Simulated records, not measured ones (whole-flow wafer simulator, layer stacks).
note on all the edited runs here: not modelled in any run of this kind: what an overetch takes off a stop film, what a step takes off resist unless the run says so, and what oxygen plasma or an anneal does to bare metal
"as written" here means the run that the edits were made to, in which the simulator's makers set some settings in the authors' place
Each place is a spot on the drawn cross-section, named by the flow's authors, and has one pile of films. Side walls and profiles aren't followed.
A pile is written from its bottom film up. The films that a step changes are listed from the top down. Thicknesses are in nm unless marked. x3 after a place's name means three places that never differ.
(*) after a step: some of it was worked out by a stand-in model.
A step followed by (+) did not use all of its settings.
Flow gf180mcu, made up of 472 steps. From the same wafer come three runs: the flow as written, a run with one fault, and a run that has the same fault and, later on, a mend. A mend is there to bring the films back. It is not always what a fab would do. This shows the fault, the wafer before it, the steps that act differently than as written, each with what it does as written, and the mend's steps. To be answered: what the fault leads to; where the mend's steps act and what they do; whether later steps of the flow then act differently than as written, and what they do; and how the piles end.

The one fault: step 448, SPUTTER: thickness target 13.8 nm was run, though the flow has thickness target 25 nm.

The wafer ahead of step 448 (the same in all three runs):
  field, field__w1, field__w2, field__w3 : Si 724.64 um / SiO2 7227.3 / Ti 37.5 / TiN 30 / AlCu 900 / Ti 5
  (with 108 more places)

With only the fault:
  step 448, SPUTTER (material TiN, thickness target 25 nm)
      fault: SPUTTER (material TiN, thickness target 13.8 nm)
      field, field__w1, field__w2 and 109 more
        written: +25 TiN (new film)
        fault: +13.8 TiN (new film)
  Later steps of the flow acting differently than as written (5 other steps are not shown; they differ only slightly, by no more than 2% or 0.5 nm, whichever is larger):
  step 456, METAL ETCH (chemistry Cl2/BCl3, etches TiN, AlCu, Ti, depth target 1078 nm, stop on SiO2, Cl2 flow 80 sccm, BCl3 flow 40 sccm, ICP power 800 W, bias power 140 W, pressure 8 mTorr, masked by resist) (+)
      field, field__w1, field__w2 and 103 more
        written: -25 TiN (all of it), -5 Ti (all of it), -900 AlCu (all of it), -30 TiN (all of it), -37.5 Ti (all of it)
        fault: -13.8 TiN (all of it), -5 Ti (all of it), -900 AlCu (all of it), -30 TiN (all of it), -37.5 Ti (all of it)
  By the end, the piles at field__w8, contact, m1, m1__w1, pad, m1_nw depart from the flow's by more than 2% or 0.5 nm, whichever is larger.
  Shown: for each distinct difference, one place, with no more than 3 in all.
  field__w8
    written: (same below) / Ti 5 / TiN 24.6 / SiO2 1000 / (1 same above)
    fault: (same below) / Ti 5 / TiN 13.4 / SiO2 1000 / (1 same above)
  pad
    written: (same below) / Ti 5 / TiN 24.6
    fault: (same below) / Ti 5 / TiN 13.4

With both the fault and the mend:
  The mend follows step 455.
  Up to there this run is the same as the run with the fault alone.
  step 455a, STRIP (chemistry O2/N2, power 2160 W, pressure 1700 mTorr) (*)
      field__w8, contact, m1, m1__w1, pad, m1_nw
        -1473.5 resist (all of it)
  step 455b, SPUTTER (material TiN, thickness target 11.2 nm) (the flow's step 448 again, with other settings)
      field, field__w1, field__w2 and 109 more
        +11.2 TiN
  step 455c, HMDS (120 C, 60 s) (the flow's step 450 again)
      alters no film at any place that is followed
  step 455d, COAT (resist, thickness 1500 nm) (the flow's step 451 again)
      field, field__w1, field__w2 and 109 more
        +1500 resist (new film)
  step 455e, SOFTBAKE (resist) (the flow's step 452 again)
      alters no film at any place that is followed
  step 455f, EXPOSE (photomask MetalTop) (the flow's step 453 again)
      alters no film at any place that is followed
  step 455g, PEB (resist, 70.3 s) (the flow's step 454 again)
      field, field__w1, field__w2 and 109 more
        -26.5 resist
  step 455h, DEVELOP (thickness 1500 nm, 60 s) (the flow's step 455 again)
      field, field__w1, field__w2 and 103 more
        -1473.5 resist (all of it)
  Later steps of the flow that are run all act as written at every place that is followed.
  At every place that both follow, the piles at the end match the flow's.
